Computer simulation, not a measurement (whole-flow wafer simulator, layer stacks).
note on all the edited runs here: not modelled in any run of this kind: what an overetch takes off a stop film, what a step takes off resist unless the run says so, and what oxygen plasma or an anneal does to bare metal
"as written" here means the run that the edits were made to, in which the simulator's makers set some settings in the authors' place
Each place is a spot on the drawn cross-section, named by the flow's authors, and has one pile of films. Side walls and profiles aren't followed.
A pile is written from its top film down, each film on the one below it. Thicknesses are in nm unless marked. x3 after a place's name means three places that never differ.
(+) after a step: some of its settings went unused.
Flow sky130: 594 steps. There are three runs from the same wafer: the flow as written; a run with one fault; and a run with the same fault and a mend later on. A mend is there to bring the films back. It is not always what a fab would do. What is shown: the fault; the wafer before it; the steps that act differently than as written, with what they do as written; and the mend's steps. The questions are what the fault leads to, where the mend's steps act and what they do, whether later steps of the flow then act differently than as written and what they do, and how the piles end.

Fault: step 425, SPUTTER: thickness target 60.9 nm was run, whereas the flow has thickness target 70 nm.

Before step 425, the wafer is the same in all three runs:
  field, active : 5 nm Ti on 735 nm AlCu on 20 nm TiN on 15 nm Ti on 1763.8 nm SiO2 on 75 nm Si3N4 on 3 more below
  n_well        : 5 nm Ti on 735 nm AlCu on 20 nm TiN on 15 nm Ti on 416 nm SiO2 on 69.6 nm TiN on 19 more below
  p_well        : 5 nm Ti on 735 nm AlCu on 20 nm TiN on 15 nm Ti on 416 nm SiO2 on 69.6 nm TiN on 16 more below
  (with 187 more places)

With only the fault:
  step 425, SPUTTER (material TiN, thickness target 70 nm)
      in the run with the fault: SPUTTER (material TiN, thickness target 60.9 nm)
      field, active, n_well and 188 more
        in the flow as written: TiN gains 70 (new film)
        in the run with the fault: TiN gains 60.9 (new film)
  Steps further on in the flow that do not act as written (18 other steps are not shown; they differ only slightly, by no more than 2% or 0.5 nm, whichever is larger):
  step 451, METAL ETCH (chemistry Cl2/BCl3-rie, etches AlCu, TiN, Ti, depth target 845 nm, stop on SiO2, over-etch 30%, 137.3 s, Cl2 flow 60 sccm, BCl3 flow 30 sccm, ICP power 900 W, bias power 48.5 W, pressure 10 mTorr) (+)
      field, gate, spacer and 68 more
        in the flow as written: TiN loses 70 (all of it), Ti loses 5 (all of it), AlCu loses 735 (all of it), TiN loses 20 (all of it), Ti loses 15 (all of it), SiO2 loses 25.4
        in the run with the fault: TiN loses 60.9 (all of it), Ti loses 5 (all of it), AlCu loses 735 (all of it), TiN loses 20 (all of it), Ti loses 15 (all of it), SiO2 loses 26.3
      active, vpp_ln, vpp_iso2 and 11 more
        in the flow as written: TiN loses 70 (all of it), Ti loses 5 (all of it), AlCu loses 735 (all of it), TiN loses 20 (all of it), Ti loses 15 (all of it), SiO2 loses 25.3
        in the run with the fault: TiN loses 60.9 (all of it), Ti loses 5 (all of it), AlCu loses 735 (all of it), TiN loses 20 (all of it), Ti loses 15 (all of it), SiO2 loses 26.3
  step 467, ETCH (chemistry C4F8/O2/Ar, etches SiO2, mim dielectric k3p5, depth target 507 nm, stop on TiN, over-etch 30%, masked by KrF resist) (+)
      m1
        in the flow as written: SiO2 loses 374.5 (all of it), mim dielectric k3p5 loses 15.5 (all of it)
        in the run with the fault: SiO2 loses 383.6 (all of it), mim dielectric k3p5 loses 15.5 (all of it)
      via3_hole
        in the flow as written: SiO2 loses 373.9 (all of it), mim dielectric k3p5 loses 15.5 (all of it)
        in the run with the fault: SiO2 loses 383 (all of it), mim dielectric k3p5 loses 15.5 (all of it)
  The piles end different from the flow's at n_well, p_well, gate_hv and 104 more by more than 2% or 0.5 nm, whichever is larger.
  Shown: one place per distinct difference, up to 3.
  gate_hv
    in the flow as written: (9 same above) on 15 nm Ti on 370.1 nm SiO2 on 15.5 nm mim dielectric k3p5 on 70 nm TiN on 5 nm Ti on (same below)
    in the run with the fault: (9 same above) on 15 nm Ti on 379.2 nm SiO2 on 15.5 nm mim dielectric k3p5 on 60.9 nm TiN on 5 nm Ti on (same below)
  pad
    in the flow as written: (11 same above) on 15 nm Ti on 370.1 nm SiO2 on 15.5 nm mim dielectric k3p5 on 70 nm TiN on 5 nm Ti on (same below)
    in the run with the fault: (11 same above) on 15 nm Ti on 379.2 nm SiO2 on 15.5 nm mim dielectric k3p5 on 60.9 nm TiN on 5 nm Ti on (same below)
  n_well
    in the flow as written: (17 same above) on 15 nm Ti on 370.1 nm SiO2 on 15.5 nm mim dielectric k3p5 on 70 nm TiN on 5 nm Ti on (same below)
    in the run with the fault: (17 same above) on 15 nm Ti on 379.2 nm SiO2 on 15.5 nm mim dielectric k3p5 on 60.9 nm TiN on 5 nm Ti on (same below)

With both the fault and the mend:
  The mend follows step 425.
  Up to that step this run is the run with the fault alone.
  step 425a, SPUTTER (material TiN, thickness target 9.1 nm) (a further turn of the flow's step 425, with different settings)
      field, active, n_well and 188 more
        TiN gains 9.1
  Later steps of the flow that are run all act as written at every place that is followed.
  By the end, the piles equal the flow's at every place that both follow.
